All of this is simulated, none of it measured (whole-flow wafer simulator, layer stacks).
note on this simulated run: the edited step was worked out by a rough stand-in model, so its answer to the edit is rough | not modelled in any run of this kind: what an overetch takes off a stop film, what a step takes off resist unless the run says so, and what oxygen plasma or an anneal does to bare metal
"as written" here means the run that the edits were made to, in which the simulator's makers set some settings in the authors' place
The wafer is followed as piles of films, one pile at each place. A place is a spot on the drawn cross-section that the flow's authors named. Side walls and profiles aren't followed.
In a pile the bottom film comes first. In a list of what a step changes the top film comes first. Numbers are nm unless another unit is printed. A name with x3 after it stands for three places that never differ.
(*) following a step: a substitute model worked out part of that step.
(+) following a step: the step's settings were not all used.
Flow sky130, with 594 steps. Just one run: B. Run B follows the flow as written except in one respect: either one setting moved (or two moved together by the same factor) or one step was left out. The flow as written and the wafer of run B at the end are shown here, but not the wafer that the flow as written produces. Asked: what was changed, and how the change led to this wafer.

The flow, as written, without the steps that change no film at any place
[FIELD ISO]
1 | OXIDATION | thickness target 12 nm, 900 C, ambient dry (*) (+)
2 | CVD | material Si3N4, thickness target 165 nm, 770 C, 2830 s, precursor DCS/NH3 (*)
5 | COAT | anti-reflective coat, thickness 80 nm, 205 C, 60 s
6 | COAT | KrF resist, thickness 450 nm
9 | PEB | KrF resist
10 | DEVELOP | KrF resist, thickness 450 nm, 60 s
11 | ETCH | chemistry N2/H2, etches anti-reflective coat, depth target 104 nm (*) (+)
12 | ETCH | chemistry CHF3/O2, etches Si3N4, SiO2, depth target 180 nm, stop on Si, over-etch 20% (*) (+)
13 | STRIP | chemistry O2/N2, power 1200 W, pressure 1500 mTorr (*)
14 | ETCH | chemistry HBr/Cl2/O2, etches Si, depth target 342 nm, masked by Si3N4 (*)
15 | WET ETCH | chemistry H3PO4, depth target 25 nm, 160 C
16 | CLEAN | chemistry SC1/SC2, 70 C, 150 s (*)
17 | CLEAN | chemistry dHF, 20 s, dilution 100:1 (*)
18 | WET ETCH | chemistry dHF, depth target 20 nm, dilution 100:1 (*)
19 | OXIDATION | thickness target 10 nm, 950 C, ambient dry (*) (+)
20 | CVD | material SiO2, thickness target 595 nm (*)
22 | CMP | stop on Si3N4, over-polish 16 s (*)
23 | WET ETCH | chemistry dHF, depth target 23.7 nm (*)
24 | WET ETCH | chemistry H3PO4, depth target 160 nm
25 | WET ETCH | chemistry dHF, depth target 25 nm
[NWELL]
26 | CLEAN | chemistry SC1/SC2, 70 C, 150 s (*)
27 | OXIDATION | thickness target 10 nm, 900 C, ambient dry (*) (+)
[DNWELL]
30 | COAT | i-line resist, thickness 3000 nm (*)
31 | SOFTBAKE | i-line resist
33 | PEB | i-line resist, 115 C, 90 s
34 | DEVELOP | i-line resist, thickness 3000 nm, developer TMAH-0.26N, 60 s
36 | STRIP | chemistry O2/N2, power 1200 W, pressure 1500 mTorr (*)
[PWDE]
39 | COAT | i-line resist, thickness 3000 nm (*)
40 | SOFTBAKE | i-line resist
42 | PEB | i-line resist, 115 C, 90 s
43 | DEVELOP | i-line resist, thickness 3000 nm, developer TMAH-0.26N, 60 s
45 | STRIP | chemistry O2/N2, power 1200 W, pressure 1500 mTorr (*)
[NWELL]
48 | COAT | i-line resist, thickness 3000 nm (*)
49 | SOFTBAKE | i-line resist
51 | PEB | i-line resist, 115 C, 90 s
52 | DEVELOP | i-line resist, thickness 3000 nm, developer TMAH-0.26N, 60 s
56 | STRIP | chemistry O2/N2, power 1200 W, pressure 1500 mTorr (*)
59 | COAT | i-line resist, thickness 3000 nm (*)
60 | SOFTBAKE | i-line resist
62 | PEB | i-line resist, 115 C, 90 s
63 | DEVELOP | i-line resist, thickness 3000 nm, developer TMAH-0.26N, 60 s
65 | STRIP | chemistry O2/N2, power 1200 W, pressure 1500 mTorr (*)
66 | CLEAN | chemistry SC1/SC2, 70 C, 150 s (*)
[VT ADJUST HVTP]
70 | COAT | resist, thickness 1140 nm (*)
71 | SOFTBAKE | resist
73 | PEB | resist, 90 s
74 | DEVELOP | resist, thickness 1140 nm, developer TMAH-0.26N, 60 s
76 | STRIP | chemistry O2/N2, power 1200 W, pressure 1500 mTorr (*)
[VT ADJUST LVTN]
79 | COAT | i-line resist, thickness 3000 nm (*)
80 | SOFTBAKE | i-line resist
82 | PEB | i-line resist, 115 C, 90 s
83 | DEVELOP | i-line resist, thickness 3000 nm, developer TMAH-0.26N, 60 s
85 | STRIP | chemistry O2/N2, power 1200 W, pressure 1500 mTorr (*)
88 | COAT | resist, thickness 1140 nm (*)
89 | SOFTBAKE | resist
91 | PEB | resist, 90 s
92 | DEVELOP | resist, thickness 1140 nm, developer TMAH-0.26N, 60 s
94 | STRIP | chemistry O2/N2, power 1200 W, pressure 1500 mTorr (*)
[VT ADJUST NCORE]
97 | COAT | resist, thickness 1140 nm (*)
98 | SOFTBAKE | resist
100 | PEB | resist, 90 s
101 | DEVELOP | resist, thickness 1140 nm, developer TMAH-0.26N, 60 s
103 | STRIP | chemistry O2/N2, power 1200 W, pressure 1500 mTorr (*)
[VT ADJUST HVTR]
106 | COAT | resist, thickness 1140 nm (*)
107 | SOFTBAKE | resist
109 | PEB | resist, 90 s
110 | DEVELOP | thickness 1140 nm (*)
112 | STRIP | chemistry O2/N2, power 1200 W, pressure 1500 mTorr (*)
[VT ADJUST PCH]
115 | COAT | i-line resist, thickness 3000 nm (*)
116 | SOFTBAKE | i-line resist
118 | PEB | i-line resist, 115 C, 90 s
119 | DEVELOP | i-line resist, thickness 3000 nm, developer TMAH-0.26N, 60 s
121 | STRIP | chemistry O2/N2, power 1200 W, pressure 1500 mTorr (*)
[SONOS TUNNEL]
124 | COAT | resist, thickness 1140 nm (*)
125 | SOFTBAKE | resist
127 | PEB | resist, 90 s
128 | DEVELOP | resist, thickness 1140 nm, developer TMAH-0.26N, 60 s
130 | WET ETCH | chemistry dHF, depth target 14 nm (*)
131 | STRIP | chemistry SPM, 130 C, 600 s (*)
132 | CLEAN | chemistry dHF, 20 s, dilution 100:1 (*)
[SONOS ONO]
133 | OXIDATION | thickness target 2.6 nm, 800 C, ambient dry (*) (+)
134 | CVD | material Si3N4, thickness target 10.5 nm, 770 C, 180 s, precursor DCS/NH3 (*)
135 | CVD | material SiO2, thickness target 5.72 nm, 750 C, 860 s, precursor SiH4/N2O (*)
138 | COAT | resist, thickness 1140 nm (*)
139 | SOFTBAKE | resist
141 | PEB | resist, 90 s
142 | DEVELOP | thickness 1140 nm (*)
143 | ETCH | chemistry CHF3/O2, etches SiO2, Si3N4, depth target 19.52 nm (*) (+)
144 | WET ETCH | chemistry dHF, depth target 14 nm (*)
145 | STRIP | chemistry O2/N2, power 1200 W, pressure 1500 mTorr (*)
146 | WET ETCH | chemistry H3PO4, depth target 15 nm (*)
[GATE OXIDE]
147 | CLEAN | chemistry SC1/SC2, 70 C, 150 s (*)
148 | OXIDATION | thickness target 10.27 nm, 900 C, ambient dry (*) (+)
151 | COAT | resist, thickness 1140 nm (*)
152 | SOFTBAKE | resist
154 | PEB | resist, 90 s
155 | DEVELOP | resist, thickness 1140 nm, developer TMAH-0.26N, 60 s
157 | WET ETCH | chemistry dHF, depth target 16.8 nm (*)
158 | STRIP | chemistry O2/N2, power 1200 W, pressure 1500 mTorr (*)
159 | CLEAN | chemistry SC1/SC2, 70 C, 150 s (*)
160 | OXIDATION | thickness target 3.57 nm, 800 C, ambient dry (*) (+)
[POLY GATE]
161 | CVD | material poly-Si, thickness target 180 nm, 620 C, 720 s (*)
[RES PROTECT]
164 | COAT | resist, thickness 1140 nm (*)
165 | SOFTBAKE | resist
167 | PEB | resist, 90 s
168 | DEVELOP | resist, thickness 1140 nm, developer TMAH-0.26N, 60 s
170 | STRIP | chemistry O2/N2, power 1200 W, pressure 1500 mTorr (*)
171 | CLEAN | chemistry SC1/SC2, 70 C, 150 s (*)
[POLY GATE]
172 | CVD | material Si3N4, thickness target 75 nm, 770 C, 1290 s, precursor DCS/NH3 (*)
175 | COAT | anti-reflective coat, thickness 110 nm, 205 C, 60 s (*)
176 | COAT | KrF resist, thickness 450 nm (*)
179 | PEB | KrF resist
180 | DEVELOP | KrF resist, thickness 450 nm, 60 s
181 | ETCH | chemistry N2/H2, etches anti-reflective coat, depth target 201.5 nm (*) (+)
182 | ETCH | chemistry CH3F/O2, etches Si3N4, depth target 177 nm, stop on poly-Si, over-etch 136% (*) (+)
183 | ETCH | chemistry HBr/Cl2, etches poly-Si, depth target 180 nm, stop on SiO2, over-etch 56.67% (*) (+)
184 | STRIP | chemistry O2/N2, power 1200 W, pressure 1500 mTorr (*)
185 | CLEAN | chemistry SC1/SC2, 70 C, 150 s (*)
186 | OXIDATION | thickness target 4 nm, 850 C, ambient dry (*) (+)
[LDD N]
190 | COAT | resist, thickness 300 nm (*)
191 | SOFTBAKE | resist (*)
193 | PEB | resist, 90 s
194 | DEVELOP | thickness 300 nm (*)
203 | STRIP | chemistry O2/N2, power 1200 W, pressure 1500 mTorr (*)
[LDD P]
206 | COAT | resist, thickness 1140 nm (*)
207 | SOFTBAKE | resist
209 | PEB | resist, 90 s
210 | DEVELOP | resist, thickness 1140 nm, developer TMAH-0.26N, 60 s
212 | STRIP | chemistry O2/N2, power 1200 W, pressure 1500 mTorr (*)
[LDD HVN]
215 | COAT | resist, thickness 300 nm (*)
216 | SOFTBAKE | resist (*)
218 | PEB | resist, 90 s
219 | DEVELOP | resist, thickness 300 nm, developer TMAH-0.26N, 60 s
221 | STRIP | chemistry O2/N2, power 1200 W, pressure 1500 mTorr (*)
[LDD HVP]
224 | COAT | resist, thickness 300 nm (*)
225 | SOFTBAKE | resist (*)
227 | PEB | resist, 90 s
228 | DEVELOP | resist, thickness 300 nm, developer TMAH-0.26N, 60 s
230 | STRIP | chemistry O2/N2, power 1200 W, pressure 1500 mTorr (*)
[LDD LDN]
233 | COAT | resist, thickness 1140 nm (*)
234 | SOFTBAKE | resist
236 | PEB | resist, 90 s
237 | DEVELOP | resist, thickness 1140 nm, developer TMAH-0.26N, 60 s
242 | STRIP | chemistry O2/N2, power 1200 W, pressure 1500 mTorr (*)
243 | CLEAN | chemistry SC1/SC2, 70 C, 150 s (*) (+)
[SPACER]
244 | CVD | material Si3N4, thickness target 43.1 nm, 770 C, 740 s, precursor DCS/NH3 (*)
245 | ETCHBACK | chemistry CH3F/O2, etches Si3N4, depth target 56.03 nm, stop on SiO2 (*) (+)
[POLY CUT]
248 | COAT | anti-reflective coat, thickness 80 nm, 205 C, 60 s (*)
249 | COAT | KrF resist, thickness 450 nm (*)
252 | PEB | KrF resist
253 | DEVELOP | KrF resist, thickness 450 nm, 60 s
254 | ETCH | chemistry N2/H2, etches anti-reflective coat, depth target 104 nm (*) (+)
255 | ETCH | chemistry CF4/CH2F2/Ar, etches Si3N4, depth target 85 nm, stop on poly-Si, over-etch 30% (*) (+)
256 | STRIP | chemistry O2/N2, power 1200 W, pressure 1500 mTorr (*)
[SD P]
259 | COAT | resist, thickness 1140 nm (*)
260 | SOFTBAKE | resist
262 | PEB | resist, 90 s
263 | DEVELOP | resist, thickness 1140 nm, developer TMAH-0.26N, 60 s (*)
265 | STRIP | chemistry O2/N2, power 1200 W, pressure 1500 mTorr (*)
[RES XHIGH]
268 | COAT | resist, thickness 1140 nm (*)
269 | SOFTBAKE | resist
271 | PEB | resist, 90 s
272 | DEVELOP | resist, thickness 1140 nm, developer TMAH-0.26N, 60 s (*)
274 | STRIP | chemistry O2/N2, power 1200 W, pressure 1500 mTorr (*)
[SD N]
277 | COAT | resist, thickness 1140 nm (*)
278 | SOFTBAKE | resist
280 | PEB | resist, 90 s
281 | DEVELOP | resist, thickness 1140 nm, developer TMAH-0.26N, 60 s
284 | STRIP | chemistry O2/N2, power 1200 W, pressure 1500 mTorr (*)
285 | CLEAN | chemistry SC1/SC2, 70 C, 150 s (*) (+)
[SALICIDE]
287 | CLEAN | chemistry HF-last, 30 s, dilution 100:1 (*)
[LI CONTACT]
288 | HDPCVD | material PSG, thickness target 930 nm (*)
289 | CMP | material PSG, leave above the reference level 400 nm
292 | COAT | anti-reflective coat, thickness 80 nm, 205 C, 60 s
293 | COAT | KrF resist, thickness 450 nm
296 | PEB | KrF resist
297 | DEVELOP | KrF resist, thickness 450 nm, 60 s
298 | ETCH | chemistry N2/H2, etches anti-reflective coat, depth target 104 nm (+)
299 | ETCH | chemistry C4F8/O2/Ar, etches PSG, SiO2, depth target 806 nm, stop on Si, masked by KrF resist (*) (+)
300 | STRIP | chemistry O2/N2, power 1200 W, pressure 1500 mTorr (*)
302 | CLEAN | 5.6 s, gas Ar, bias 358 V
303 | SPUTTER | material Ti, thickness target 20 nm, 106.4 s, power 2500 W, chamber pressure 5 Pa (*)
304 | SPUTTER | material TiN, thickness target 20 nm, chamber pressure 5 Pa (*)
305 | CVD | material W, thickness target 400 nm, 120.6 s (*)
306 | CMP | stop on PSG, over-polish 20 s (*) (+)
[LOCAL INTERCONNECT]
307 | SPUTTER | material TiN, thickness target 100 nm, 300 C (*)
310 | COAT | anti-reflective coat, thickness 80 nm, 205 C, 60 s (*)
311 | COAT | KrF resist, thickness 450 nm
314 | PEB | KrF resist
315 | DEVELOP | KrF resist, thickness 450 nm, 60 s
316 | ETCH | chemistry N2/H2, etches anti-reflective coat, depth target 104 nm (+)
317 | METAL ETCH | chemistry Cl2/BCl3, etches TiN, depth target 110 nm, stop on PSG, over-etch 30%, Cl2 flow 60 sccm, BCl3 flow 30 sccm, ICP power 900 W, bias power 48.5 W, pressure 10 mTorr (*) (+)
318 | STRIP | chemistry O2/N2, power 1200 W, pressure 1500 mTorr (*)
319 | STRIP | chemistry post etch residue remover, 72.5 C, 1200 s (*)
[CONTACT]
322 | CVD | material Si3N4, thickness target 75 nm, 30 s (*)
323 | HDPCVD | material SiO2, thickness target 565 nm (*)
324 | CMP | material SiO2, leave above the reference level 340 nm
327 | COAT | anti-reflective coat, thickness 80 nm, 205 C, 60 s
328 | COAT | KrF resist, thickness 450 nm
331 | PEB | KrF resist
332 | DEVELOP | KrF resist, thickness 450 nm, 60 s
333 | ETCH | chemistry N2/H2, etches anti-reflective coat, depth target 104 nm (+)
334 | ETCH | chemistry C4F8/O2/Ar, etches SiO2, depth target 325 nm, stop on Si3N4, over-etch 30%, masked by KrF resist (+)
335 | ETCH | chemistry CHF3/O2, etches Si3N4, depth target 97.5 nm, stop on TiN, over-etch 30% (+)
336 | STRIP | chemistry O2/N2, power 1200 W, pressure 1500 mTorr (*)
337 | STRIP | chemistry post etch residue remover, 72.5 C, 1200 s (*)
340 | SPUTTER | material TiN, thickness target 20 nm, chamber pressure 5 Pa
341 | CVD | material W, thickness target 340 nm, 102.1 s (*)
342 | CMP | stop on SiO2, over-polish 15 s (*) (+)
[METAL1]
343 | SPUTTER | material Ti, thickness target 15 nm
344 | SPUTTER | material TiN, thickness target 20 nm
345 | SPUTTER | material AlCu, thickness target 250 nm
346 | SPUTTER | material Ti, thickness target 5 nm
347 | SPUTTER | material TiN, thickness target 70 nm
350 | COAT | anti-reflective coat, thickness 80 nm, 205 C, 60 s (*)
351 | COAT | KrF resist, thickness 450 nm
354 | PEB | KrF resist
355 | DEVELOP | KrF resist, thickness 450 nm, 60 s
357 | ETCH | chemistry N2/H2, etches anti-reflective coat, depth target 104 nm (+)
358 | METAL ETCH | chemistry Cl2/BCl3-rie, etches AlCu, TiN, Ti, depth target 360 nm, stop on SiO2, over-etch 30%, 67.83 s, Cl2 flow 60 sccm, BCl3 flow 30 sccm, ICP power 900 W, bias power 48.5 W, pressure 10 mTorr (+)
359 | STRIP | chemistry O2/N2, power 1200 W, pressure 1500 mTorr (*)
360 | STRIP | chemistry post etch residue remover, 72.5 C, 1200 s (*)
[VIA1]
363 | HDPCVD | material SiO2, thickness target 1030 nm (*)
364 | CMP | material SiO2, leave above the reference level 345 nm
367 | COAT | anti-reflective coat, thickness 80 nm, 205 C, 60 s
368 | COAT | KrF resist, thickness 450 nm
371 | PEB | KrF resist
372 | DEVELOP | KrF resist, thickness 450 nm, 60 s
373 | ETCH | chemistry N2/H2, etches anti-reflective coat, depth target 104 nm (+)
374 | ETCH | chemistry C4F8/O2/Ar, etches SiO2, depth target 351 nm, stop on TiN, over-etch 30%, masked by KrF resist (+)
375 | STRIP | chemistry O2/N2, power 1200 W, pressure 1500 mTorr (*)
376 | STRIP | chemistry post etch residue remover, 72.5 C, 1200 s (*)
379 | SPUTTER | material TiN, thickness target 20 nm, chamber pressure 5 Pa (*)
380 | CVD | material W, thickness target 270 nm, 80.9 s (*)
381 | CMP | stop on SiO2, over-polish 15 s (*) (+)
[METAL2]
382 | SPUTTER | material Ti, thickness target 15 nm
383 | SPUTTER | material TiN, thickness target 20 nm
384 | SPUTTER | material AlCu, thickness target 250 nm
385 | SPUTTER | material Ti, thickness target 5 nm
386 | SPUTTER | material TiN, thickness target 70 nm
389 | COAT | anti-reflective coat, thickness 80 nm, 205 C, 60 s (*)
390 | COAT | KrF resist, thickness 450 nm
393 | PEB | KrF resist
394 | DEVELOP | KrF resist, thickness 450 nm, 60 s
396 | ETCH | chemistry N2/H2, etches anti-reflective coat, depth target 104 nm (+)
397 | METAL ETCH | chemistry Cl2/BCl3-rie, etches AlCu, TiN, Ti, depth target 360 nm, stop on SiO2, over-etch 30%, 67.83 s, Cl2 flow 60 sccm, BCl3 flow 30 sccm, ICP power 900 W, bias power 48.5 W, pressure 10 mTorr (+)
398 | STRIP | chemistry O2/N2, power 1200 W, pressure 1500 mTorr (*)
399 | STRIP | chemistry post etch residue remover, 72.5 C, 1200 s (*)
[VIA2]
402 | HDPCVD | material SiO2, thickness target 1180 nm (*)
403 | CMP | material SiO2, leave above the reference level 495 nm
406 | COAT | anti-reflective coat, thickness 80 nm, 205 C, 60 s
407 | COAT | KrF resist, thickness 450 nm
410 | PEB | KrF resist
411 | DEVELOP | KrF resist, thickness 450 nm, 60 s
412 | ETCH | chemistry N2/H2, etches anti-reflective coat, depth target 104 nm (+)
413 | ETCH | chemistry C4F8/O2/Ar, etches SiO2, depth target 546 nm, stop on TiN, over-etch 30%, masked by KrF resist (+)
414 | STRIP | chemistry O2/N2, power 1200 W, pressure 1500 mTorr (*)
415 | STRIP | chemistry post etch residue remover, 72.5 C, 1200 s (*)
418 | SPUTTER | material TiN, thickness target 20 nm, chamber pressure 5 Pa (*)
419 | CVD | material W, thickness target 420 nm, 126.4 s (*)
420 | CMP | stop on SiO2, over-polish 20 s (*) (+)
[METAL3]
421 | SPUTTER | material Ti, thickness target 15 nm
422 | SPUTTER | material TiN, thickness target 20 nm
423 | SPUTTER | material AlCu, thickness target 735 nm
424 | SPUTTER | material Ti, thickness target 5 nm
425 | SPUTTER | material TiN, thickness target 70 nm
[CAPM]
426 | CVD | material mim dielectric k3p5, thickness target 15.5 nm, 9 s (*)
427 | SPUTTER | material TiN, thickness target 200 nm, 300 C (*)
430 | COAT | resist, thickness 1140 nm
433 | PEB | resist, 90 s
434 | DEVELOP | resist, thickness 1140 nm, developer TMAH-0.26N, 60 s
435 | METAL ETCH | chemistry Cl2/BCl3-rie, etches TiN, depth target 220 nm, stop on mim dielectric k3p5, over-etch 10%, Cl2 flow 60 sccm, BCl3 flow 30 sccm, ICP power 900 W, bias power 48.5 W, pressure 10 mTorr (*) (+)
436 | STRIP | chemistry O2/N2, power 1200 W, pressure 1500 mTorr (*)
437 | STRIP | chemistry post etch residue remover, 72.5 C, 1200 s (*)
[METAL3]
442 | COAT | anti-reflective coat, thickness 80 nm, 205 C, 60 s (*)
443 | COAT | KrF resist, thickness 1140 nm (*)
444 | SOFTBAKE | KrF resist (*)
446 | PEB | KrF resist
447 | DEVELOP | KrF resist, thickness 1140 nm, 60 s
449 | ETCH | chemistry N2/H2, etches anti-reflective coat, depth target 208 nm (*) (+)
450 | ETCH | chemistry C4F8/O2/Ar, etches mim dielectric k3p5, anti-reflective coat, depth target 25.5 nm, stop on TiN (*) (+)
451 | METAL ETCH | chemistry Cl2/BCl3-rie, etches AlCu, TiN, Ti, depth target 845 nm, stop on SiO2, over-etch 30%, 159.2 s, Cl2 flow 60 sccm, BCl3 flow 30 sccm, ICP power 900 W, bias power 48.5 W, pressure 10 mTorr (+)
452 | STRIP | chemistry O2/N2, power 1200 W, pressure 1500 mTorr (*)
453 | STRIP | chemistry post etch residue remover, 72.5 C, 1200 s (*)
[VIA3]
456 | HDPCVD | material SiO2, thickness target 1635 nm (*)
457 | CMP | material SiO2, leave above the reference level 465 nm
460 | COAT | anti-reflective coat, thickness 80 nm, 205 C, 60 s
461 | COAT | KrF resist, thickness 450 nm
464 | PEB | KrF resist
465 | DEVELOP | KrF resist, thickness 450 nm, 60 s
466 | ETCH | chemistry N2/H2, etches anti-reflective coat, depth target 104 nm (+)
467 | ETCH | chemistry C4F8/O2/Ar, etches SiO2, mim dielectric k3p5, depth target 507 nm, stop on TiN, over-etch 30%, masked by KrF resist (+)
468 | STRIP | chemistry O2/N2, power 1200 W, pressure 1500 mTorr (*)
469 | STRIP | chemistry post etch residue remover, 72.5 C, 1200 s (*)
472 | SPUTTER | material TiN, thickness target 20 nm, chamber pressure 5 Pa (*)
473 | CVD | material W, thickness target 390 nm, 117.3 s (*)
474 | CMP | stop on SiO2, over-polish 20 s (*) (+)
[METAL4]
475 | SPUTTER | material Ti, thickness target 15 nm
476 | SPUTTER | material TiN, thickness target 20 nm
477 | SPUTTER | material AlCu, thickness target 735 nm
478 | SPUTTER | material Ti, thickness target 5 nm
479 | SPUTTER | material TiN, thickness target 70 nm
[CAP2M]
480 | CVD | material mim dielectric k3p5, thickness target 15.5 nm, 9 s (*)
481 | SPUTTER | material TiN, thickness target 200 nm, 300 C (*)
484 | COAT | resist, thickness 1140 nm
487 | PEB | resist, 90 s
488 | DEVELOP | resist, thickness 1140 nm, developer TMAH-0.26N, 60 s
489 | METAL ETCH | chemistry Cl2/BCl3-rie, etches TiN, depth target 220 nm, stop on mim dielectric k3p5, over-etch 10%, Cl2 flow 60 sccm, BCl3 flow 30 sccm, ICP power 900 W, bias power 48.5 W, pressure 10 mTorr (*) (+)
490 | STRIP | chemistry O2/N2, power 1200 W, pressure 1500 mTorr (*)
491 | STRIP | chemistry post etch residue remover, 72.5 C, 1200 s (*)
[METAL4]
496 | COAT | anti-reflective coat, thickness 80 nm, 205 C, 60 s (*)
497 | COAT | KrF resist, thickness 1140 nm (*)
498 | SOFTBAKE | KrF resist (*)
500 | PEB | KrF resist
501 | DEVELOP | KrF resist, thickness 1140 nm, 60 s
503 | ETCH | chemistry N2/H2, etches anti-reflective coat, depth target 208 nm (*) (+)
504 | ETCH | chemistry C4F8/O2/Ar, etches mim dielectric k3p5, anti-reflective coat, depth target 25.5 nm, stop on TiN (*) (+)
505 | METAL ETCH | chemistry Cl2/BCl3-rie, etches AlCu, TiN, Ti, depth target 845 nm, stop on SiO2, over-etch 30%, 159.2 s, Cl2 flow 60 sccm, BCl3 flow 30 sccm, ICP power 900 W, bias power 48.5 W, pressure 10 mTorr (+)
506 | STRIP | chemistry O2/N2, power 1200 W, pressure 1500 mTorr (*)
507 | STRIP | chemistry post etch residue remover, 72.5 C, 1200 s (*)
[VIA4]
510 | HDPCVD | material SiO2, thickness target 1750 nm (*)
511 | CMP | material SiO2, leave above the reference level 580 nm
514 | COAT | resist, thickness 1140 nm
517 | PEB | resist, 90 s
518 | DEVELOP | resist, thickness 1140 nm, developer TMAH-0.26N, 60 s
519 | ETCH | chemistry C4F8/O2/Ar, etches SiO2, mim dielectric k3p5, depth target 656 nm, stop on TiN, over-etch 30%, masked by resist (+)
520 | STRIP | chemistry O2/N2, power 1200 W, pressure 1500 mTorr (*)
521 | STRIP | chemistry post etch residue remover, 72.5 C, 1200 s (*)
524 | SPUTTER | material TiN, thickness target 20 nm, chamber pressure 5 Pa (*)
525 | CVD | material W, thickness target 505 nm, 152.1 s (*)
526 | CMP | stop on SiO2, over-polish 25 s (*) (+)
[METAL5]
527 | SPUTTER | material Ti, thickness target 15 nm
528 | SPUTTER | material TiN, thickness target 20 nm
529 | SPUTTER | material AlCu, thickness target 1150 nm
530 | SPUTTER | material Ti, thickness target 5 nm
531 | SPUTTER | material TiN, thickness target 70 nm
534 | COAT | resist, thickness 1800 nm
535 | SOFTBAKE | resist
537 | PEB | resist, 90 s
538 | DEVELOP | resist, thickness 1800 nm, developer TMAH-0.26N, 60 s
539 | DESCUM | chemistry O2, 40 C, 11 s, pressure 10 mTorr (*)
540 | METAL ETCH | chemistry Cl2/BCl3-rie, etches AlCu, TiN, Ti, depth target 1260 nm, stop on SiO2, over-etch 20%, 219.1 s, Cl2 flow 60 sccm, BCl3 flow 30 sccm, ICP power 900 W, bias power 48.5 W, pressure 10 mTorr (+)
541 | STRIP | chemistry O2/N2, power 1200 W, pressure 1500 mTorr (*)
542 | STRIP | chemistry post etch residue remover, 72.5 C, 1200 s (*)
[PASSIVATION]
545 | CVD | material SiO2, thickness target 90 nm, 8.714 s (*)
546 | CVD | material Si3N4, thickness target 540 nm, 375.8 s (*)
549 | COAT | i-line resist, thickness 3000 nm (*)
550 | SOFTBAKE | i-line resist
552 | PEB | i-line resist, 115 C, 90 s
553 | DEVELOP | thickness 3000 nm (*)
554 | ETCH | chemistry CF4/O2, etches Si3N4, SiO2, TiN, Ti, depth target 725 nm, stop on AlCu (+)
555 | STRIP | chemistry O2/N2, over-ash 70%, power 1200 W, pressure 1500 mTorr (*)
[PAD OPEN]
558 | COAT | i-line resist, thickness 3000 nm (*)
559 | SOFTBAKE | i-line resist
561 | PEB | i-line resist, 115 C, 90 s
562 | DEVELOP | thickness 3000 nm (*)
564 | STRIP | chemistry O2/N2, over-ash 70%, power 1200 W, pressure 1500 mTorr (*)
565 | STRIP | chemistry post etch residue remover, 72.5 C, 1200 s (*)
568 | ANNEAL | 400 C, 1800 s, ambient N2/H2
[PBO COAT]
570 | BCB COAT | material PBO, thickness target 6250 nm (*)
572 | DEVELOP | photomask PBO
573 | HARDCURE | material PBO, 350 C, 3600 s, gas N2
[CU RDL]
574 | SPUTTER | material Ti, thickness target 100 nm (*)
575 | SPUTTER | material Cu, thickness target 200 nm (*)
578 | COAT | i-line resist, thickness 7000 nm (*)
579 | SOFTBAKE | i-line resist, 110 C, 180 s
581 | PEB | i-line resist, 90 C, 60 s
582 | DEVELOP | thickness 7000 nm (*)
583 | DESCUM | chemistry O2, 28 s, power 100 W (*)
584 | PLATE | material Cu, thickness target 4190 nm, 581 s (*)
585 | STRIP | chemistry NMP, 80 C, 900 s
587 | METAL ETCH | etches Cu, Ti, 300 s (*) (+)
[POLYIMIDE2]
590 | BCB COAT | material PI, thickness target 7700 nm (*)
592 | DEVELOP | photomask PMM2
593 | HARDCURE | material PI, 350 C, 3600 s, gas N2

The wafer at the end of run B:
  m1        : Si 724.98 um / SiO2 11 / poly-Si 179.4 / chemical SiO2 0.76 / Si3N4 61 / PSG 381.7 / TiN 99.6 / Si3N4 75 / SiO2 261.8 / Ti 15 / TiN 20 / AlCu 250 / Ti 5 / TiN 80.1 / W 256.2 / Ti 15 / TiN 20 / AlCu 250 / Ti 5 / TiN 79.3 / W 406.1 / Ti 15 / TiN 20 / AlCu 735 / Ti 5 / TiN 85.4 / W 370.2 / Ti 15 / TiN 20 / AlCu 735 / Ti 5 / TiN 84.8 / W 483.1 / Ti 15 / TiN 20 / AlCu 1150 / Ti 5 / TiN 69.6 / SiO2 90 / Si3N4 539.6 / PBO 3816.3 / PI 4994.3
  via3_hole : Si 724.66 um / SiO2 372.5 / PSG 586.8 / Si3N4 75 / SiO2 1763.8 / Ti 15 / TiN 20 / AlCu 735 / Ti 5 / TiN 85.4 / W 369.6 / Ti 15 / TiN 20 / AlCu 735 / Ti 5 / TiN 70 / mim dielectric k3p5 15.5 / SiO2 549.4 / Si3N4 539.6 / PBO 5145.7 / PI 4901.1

What caused this: step 472, SPUTTER: thickness target 30 nm was run, while the flow as written has thickness target 20 nm.

How this came from the change, step by step:
  472 | SPUTTER | material TiN, thickness target 20 nm, chamber pressure 5 Pa (*)
      field, active, n_well and 187 more: +30 TiN (new film) (in the flow as written it would be: +20 TiN (new film))
      m1, via3_hole: +15.8 TiN (in the flow as written it would be: +10.6 TiN)
  474 | CMP | stop on SiO2, over-polish 20 s (*) (+)
      field, active, n_well and 187 more: -390 W (all of it), -30 TiN (all of it), -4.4 SiO2 (in the flow as written it would be: -390 W (all of it), -20 TiN (all of it), -4.4 SiO2)
      m1, via3_hole: -425 W (in the flow as written it would be: -415 W)
